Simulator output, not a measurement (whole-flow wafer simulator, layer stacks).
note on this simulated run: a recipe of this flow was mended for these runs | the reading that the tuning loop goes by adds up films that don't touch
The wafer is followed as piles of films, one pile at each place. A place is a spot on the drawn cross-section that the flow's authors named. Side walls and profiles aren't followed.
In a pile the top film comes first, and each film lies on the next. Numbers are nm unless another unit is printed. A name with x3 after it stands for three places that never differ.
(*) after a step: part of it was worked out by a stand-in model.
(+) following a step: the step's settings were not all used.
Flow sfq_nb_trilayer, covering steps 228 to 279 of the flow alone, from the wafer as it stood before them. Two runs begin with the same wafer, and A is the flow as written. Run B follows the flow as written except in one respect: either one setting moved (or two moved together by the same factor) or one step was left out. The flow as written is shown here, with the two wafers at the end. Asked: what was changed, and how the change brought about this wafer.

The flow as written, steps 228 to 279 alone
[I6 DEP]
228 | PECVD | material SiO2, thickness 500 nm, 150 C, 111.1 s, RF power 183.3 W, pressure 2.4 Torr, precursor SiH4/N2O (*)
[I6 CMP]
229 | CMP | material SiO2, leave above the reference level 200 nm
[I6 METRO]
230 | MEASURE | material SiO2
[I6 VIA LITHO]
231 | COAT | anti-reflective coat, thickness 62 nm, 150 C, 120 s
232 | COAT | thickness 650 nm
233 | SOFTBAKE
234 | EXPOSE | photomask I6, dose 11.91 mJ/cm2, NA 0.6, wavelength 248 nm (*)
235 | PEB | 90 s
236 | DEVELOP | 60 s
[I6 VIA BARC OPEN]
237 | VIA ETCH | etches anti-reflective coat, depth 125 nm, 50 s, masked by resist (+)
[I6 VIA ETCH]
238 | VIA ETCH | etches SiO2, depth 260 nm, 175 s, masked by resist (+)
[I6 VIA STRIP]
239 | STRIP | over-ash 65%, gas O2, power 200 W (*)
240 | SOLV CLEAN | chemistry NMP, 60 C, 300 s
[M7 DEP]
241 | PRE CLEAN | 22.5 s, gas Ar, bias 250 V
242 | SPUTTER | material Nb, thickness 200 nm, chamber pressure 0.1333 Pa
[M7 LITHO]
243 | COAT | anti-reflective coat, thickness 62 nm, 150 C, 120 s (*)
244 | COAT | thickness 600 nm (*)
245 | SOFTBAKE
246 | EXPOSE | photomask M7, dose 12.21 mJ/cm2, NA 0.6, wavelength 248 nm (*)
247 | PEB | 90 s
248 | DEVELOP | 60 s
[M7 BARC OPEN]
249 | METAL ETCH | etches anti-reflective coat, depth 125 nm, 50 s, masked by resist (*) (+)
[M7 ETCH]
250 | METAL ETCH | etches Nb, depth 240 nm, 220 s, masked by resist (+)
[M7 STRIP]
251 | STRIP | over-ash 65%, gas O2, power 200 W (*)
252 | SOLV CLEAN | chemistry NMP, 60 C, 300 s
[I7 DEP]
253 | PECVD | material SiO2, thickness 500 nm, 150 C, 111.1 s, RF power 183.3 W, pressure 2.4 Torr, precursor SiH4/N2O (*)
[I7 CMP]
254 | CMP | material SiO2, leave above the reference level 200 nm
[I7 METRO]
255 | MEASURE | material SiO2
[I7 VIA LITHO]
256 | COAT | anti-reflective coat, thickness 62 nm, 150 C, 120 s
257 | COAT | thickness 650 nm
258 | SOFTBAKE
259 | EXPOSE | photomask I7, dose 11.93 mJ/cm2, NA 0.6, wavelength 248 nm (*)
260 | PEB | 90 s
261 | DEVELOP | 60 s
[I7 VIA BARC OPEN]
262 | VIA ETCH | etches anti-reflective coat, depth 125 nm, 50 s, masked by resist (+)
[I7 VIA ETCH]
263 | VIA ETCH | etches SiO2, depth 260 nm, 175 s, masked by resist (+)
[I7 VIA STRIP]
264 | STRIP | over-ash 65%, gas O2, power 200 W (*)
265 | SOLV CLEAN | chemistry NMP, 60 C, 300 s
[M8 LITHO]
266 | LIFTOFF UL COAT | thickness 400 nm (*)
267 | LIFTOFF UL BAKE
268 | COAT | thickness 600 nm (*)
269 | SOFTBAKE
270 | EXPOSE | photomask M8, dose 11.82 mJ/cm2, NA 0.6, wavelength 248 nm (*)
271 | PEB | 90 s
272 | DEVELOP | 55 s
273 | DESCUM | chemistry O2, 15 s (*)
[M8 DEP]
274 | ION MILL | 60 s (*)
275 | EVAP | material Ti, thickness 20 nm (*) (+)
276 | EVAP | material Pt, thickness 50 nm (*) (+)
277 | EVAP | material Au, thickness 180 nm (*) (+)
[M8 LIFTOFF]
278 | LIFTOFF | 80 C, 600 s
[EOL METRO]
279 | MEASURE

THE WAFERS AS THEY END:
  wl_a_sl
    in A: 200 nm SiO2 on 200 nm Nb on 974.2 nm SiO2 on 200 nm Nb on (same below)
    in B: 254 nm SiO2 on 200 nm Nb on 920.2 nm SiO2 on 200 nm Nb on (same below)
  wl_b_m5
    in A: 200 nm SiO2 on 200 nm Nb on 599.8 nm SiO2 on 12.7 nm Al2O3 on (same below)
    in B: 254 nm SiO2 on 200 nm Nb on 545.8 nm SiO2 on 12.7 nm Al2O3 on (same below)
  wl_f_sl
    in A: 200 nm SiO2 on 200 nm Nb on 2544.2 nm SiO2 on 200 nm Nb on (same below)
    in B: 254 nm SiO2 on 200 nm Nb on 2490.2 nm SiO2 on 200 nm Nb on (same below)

The reason: step 228, PECVD: thickness 350 nm was run, while the flow as written has thickness 500 nm; step 228, PECVD: 77.78 s was run, where the flow has 111.1 s.

The path from the change to this, step by step:
  228 | PECVD | material SiO2, thickness 500 nm, 150 C, 111.1 s, RF power 183.3 W, pressure 2.4 Torr, precursor SiH4/N2O (*)
      field_l, p4_fl, p4_fm and 62 more: A SiO2 gains 500 | B SiO2 gains 350
      v_sur, via_wl, via_w and 21 more: A SiO2 gains 500 (new film) | B SiO2 gains 350 (new film)
      (also at 17 further places)
  229 | CMP | material SiO2, leave above the reference level 200 nm
      field_l, p4_fl, p4_fm and 59 more: A SiO2 loses 96 | B nothing
      moat, field_r, lsp_l, ln_m5, lsp_m: A SiO2 loses 89.5 | B nothing
      (also at 39 further places)
  231 | COAT | anti-reflective coat, thickness 62 nm, 150 C, 120 s
      lsp_l, p4_w1, m5r_line_l, m5r_line_r: A anti-reflective coat gains 62 (new film) | B anti-reflective coat gains 60.6 (new film)
      m0r_line_l, m0r_line_r, m7r_line_l, m7r_line_r: A anti-reflective coat gains 62 (new film) | B anti-reflective coat gains 70.9 (new film)
      (also at 74 further places)
  232 | COAT | thickness 650 nm
      via_wl, ln_m6: A KrF-resist-other-grade gains 650 (new film) | B KrF-resist-other-grade gains 636.9 (new film)
      via_w: A KrF-resist-other-grade gains 650 (new film) | B KrF-resist-other-grade gains 635.3 (new film)
      (also at 13 further places)
  236 | DEVELOP | 60 s
      via_v: A KrF-resist-other-grade loses 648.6 (all of it) | B KrF-resist-other-grade loses 624 (all of it)
  237 | VIA ETCH | etches anti-reflective coat, depth 125 nm, 50 s, masked by resist (+)
      via_v: A anti-reflective coat loses 62 (all of it), SiO2 loses 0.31 | B anti-reflective coat loses 66.8 (all of it), SiO2 loses 0.29
  239 | STRIP | over-ash 65%, gas O2, power 200 W (*)
      m0r_line_l, m0r_line_r, m7r_line_l, m7r_line_r: A KrF-resist-other-grade loses 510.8 (all of it), anti-reflective coat loses 62 (all of it) | B KrF-resist-other-grade loses 517.7 (all of it), anti-reflective coat loses 70.9 (all of it)
      m0r_space_l, m0r_space_r, m7r_space_l, m7r_space_r: A KrF-resist-other-grade loses 510.8 (all of it), anti-reflective coat loses 62 (all of it) | B KrF-resist-other-grade loses 512.4 (all of it), anti-reflective coat loses 77.3 (all of it)
      (also at 78 further places)
  242 | SPUTTER | material Nb, thickness 200 nm, chamber pressure 0.1333 Pa
      be: A Nb gains 200 (new film) | B Nb gains 145.8 (new film)
      gap: A Nb gains 200 (new film) | B Nb gains 189.7 (new film)
  243 | COAT | anti-reflective coat, thickness 62 nm, 150 C, 120 s (*)
      m0r_line_l, m0r_line_r, m7r_line_l, m7r_line_r: A anti-reflective coat gains 62 (new film) | B anti-reflective coat gains 69.3 (new film)
      m0r_space_l, m0r_space_r, m7r_space_l, m7r_space_r: A anti-reflective coat gains 62 (new film) | B anti-reflective coat gains 75.2 (new film)
      (also at 71 further places)
  244 | COAT | thickness 600 nm (*)
      via_w: A KrF-resist-other-grade gains 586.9 (new film) | B KrF-resist-other-grade gains 571.9 (new film)
      via_wr: A KrF-resist-other-grade gains 583.7 (new film) | B KrF-resist-other-grade gains 567.6 (new film)
      (also at 15 further places)
  248 | DEVELOP | 60 s
      field_r: A KrF-resist-other-grade loses 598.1 (all of it) | B KrF-resist-other-grade loses 611.6 (all of it)
      lsp_l: A KrF-resist-other-grade loses 598.1 (all of it) | B KrF-resist-other-grade loses 613.1 (all of it)
      (also at 1 further place)
  249 | METAL ETCH | etches anti-reflective coat, depth 125 nm, 50 s, masked by resist (*) (+)
      m0r_space_l, m0r_space_r, m7r_space_l, m7r_space_r: A anti-reflective coat loses 62 (all of it) | B anti-reflective coat loses 75.2 (all of it)
      p3_s1, m5r_line_l, m5r_line_r: A anti-reflective coat loses 62 (all of it) | B anti-reflective coat loses 60.5 (all of it)
      (also at 38 further places)
  251 | STRIP | over-ash 65%, gas O2, power 200 W (*)
      m7r_line_l, m7r_line_r: A KrF-resist-other-grade loses 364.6 (all of it), anti-reflective coat loses 62 (all of it) | B KrF-resist-other-grade loses 370.7 (all of it), anti-reflective coat loses 69.3 (all of it)
      v_sur: A KrF-resist-other-grade loses 360.6 (all of it), anti-reflective coat loses 64.6 (all of it) | B KrF-resist-other-grade loses 355.5 (all of it), anti-reflective coat loses 43.5 (all of it)
      (also at 38 further places)
  253 | PECVD | material SiO2, thickness 500 nm, 150 C, 111.1 s, RF power 183.3 W, pressure 2.4 Torr, precursor SiH4/N2O (*)
      be: A SiO2 gains 500 (new film) | B SiO2 gains 676.4 (new film)
  254 | CMP | material SiO2, leave above the reference level 200 nm
      field_l, p4_fl, p4_fm and 48 more: A SiO2 loses 96 | B SiO2 loses 42
      wl_a_sl, wl_a_sr, wl_b_sl and 9 more: A SiO2 loses 300 | B SiO2 loses 246
      (also at 12 further places)
